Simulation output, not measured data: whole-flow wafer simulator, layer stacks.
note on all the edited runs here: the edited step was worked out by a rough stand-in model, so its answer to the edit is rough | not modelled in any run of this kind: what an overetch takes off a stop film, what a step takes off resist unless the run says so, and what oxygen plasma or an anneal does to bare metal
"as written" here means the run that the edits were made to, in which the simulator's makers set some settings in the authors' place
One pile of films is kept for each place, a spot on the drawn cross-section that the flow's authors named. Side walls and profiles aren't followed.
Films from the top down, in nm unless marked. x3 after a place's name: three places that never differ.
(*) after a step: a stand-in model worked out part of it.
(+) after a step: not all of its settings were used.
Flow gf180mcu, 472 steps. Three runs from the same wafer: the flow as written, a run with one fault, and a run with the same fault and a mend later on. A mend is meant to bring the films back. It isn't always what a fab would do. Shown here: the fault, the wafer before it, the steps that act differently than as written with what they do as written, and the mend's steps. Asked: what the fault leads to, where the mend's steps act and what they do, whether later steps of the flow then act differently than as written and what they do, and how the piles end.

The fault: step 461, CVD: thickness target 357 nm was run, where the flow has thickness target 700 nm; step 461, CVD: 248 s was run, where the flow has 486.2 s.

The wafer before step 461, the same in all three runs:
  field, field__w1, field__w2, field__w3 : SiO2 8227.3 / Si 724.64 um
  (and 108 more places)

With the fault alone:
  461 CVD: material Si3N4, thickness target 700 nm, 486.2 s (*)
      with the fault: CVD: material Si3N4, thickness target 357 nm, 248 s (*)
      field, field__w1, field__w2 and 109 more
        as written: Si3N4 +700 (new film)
        with the fault: Si3N4 +357.1 (new film)
  Later steps of the flow that act differently than as written (4 more steps differ only slightly, by at most 2% or 0.5 nm, whichever is larger, and aren't shown):
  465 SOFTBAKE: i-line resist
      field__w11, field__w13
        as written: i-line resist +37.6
        with the fault: i-line resist +35.8
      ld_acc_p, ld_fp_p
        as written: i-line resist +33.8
        with the fault: i-line resist +31.9
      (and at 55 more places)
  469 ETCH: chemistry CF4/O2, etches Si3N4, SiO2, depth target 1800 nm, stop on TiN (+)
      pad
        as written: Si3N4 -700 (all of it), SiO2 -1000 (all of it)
        with the fault: Si3N4 -357.1 (all of it), SiO2 -1000 (all of it)
  At the end the piles differ from the flow's by more than 2% or 0.5 nm, whichever is larger, at field, field__w1, field__w2 and 108 more.
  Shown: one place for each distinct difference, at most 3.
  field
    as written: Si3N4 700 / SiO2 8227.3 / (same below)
    with the fault: Si3N4 357.1 / SiO2 8227.3 / (same below)
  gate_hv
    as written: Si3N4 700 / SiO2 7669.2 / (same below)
    with the fault: Si3N4 357.1 / SiO2 7669.2 / (same below)
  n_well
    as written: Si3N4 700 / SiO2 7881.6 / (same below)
    with the fault: Si3N4 357.1 / SiO2 7881.6 / (same below)

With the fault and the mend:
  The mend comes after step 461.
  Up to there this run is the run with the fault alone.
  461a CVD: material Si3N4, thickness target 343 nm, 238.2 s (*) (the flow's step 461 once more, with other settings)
      field, field__w1, field__w2 and 109 more
        Si3N4 +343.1
  No later step of the flow acts differently than as written, at any place that is followed, by more than 2% or 0.5 nm, whichever is larger.
  At the end the piles differ from the flow's only slightly at the places that both follow, by at most 2% or 0.5 nm, whichever is larger.
